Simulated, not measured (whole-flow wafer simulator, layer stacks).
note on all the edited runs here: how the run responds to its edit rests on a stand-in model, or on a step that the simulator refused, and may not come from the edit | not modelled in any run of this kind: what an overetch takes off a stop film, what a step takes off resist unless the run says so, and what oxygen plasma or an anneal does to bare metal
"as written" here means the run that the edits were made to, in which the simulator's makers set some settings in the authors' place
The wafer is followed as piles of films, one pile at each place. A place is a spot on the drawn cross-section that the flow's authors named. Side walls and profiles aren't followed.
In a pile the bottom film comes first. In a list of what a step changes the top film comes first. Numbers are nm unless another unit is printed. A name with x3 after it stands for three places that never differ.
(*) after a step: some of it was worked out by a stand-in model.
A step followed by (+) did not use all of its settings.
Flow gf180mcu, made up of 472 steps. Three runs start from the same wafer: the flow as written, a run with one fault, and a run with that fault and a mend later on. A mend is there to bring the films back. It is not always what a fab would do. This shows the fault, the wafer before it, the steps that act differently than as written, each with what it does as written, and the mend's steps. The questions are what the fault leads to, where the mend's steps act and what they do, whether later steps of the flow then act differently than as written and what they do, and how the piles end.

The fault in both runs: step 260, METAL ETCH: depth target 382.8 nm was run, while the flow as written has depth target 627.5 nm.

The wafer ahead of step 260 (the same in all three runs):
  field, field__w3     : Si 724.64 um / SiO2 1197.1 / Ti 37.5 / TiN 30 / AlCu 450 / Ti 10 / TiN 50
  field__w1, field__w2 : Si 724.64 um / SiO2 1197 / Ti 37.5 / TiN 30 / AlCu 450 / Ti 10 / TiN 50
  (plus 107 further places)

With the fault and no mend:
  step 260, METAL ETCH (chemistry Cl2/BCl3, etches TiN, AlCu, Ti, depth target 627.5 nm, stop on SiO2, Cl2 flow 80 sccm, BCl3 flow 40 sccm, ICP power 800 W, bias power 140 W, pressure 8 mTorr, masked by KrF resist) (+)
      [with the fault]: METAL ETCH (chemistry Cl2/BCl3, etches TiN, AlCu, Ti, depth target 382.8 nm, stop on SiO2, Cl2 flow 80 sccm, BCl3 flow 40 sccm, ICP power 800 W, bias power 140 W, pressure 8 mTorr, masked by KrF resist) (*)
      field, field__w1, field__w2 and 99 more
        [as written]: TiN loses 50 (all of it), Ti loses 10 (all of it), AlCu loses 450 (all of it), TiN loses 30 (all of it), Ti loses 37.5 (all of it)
        [with the fault]: TiN loses 50 (all of it), Ti loses 10 (all of it), AlCu loses 322.8
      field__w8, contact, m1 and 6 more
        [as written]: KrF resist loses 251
        [with the fault]: KrF resist loses 153.1
  Steps further on in the flow that do not act as written:
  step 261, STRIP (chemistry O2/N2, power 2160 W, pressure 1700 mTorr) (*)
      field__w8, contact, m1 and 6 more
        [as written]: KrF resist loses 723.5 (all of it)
        [with the fault]: KrF resist loses 821.4 (all of it)
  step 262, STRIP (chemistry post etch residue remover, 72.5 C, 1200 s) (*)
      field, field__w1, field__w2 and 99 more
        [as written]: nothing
        [with the fault]: AlCu loses 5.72
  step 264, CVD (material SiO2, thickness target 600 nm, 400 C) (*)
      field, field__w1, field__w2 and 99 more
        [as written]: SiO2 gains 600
        [with the fault]: SiO2 gains 600 (new film)
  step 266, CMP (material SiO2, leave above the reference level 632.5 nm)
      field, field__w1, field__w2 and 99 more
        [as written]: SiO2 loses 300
        [with the fault]: SiO2 loses 489
  By the end, the piles at field, field__w1, field__w2 and 100 more depart from the flow's by more than 2% or 0.5 nm, whichever is larger.
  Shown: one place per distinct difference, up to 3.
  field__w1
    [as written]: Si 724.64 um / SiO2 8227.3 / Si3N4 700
    [with the fault]: Si 724.64 um / SiO2 1197 / Ti 37.5 / TiN 30 / AlCu 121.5 / SiO2 6841.3 / Si3N4 700
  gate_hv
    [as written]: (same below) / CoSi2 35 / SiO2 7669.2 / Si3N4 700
    [with the fault]: (same below) / CoSi2 35 / SiO2 638.9 / Ti 37.5 / TiN 30 / AlCu 121.5 / SiO2 6841.3 / Si3N4 700
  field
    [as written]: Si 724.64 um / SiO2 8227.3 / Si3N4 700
    [with the fault]: Si 724.64 um / SiO2 1197.1 / Ti 37.5 / TiN 30 / AlCu 121.5 / SiO2 6841.3 / Si3N4 700

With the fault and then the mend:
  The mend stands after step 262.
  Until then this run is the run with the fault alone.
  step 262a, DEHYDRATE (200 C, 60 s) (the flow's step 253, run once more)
      does not change any film at any place that is followed
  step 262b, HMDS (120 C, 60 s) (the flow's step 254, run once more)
      does not change any film at any place that is followed
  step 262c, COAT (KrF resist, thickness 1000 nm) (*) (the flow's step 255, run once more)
      iso_ptap_pw, iso_ntap_nw, iso_nw_fld and 33 more
        KrF resist gains 1000 (new film)
      field_sub, field_sub__w3, p_well and 8 more
        KrF resist gains 1002.6 (new film)
      field_sub__w2, field_sub__w4, ld_drn_n and 7 more
        KrF resist gains 1002.4 (new film)
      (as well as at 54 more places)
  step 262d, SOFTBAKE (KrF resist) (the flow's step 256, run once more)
      does not change any film at any place that is followed
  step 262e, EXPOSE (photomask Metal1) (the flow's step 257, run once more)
      does not change any film at any place that is followed
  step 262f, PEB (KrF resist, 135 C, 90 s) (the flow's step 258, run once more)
      field__w1, field__w2, field__w3 and 57 more
        KrF resist loses 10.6
      iso_ptap_pw, iso_ntap_nw, iso_nw_fld and 33 more
        KrF resist loses 10.5
      field__w8, m1
        KrF resist loses 5.91
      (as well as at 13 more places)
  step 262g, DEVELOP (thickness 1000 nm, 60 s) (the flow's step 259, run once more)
      iso_ptap_pw, iso_ntap_nw, iso_nw_fld and 33 more
        KrF resist loses 989.5 (all of it)
      field__w5, field__w9, field_sub and 12 more
        KrF resist loses 992 (all of it)
      field_sub__w2, field_sub__w4, gate_nat and 11 more
        KrF resist loses 991.9 (all of it)
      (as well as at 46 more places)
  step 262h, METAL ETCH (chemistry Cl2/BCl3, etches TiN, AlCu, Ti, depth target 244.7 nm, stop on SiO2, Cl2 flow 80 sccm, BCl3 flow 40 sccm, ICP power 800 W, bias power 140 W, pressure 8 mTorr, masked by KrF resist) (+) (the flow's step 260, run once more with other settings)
      field, field__w1, field__w2 and 99 more
        AlCu loses 121.5 (all of it), TiN loses 30 (all of it), Ti loses 37.5 (all of it)
      field__w8, contact, m1 and 6 more
        KrF resist loses 97.9
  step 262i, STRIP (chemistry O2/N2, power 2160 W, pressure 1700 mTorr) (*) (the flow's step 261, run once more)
      field__w8
        KrF resist loses 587 (all of it)
      contact
        KrF resist loses 585.1 (all of it)
      m1
        KrF resist loses 587.3 (all of it)
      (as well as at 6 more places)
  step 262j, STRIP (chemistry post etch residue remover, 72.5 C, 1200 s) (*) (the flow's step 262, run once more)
      field__w8, contact, m1 and 6 more
        TiN loses 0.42
  Every later step of the flow that is run acts as written, at every place that is followed, to within 2% or 0.5 nm, whichever is larger.
  When the end is reached, the piles differ only a little from the flow's at the places that both follow, at most by 2% or 0.5 nm, whichever is larger.
